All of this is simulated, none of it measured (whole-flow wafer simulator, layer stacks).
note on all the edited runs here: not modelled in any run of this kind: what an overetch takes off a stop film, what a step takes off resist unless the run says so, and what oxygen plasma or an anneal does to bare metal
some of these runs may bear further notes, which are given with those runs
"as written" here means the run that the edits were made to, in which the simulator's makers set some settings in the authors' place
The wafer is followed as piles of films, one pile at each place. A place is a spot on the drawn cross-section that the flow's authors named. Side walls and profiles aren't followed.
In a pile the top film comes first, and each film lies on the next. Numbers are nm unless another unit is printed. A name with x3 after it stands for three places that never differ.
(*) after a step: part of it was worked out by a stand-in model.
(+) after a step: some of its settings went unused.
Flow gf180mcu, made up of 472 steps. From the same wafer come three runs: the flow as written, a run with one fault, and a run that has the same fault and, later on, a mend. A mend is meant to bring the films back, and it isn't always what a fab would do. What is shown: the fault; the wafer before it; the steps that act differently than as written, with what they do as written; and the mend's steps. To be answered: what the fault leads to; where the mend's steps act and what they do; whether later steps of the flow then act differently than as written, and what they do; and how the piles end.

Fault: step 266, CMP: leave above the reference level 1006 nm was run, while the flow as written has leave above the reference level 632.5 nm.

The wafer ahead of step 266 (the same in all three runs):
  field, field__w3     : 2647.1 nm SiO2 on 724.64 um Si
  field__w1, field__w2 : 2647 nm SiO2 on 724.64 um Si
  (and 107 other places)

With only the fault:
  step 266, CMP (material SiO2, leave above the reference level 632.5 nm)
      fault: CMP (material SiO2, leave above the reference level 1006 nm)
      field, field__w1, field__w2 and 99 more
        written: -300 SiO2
        fault: nothing
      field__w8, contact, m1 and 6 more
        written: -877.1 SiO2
        fault: -503.9 SiO2
  Steps further on in the flow that do not act as written (3 more steps, not shown, differ only slightly: by at most 2% or 0.5 nm, whichever is larger):
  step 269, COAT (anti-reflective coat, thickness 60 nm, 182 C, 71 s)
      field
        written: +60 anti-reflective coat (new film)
        fault: +89.3 anti-reflective coat (new film)
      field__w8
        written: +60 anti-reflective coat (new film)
        fault: +22.9 anti-reflective coat (new film)
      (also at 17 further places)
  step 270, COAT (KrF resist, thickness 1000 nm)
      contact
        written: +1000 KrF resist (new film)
        fault: +972.2 KrF resist (new film)
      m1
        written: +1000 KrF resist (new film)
        fault: +967.8 KrF resist (new film)
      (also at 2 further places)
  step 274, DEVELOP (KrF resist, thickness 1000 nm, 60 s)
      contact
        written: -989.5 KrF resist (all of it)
        fault: -961.9 KrF resist (all of it)
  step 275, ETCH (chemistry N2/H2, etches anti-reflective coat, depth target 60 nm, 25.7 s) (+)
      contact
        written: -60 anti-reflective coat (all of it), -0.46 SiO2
        fault: -28 anti-reflective coat (all of it), -1.28 SiO2
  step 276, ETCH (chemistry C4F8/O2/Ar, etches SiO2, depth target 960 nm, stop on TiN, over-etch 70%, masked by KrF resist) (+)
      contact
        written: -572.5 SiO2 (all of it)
        fault: -944.8 SiO2 (all of it)
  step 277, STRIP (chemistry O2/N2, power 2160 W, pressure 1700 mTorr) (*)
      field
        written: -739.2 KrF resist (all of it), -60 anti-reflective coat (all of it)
        fault: -726.2 KrF resist (all of it), -89.3 anti-reflective coat (all of it)
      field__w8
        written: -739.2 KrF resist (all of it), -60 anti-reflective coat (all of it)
        fault: -730.4 KrF resist (all of it), -22.9 anti-reflective coat (all of it)
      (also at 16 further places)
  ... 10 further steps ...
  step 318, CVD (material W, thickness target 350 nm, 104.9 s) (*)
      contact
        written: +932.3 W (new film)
        fault: +1003.3 W (new film)
  At field, field__w1, field__w2 and 109 more, the piles at the end differ from the flow's by more than 2% or 0.5 nm, whichever is larger.
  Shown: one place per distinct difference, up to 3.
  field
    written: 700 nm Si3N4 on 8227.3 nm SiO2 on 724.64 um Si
    fault: 700 nm Si3N4 on 8597.8 nm SiO2 on 724.64 um Si
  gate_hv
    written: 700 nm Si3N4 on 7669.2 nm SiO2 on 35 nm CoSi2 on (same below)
    fault: 700 nm Si3N4 on 8039.7 nm SiO2 on 35 nm CoSi2 on (same below)
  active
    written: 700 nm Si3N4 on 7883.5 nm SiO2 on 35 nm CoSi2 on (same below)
    fault: 700 nm Si3N4 on 8254 nm SiO2 on 35 nm CoSi2 on (same below)

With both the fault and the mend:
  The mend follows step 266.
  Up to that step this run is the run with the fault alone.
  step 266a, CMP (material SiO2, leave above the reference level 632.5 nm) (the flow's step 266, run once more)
      field, field__w1, field__w2 and 99 more
        -300 SiO2
      field__w8, contact, m1 and 6 more
        -373.2 SiO2
  Every later step of the flow that is run acts as written at every place that is followed.
  By the end, the piles equal the flow's at every place that both follow.
